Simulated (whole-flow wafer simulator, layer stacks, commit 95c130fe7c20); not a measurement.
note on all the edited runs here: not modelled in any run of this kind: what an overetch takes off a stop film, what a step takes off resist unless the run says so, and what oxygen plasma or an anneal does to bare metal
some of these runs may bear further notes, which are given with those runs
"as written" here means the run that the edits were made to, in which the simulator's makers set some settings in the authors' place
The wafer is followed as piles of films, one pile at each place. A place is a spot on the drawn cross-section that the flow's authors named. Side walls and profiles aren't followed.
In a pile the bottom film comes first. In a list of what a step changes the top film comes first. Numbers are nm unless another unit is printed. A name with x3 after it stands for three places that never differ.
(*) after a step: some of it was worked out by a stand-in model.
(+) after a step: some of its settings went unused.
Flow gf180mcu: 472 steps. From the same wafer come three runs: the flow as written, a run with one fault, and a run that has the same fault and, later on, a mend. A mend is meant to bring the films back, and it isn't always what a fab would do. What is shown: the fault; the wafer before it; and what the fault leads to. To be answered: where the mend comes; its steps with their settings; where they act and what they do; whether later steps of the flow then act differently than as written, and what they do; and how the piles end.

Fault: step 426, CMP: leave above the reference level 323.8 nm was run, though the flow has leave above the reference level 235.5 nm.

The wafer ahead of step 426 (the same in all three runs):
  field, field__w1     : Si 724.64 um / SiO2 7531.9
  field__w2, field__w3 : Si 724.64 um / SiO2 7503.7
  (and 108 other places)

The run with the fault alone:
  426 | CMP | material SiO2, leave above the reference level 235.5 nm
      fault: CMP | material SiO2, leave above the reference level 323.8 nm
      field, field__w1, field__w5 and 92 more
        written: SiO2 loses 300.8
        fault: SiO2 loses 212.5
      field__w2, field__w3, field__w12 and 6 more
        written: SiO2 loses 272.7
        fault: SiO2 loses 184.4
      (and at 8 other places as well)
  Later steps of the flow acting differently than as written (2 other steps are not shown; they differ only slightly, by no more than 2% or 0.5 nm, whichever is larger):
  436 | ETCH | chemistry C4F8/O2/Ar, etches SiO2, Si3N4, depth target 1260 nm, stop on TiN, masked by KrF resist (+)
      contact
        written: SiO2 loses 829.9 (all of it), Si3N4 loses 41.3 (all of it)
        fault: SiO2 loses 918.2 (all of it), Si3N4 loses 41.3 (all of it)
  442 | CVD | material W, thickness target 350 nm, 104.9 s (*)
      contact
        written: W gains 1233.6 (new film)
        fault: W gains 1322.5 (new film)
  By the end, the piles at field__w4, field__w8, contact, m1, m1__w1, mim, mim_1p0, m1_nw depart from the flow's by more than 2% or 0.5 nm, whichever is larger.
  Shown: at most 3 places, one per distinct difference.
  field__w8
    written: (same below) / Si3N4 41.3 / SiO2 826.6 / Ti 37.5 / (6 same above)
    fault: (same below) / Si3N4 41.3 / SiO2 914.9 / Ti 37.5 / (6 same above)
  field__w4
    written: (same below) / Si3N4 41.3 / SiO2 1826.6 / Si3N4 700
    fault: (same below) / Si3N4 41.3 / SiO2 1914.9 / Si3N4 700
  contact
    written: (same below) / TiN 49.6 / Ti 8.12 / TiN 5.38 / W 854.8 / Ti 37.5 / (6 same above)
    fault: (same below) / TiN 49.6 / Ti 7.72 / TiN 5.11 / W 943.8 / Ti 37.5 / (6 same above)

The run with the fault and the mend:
  After step 434 comes the mend.
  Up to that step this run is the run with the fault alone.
  434a | STRIP | chemistry O2/N2, power 2160 W, pressure 1700 mTorr (*)
      field, field__w1, field__w2 and 108 more
        KrF resist loses 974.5 (all of it), anti-reflective coat loses 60 (all of it)
      contact
        anti-reflective coat loses 60 (all of it)
  434b | CMP | material SiO2, leave above the reference level 235.5 nm (a further turn of the flow's step 426)
      field, field__w1, field__w2 and 109 more
        SiO2 loses 88.3
  434c | HMDS | 120 C, 60 s (a further turn of the flow's step 428)
      alters no film at any place that is followed
  434d | COAT | anti-reflective coat, thickness 60 nm, 182 C, 71 s (a further turn of the flow's step 429)
      field, field__w1, field__w2 and 109 more
        anti-reflective coat gains 60 (new film)
  434e | COAT | KrF resist, thickness 1000 nm (a further turn of the flow's step 430)
      field, field__w1, field__w2 and 109 more
        KrF resist gains 1000 (new film)
  434f | SOFTBAKE | KrF resist (a further turn of the flow's step 431)
      alters no film at any place that is followed
  434g | EXPOSE | photomask Via5 (a further turn of the flow's step 432)
      alters no film at any place that is followed
  434h | PEB | KrF resist, 135 C, 90 s (a further turn of the flow's step 433)
      field, field__w1, field__w2 and 109 more
        KrF resist loses 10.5
  434i | DEVELOP | KrF resist, thickness 1000 nm, 60 s (a further turn of the flow's step 434)
      field, field__w1, field__w2 and 108 more
        KrF resist loses 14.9
      contact
        KrF resist loses 989.5 (all of it)
  Every later step of the flow that is run acts as written at every place that is followed.
  At every place that both follow, the piles at the end match the flow's.
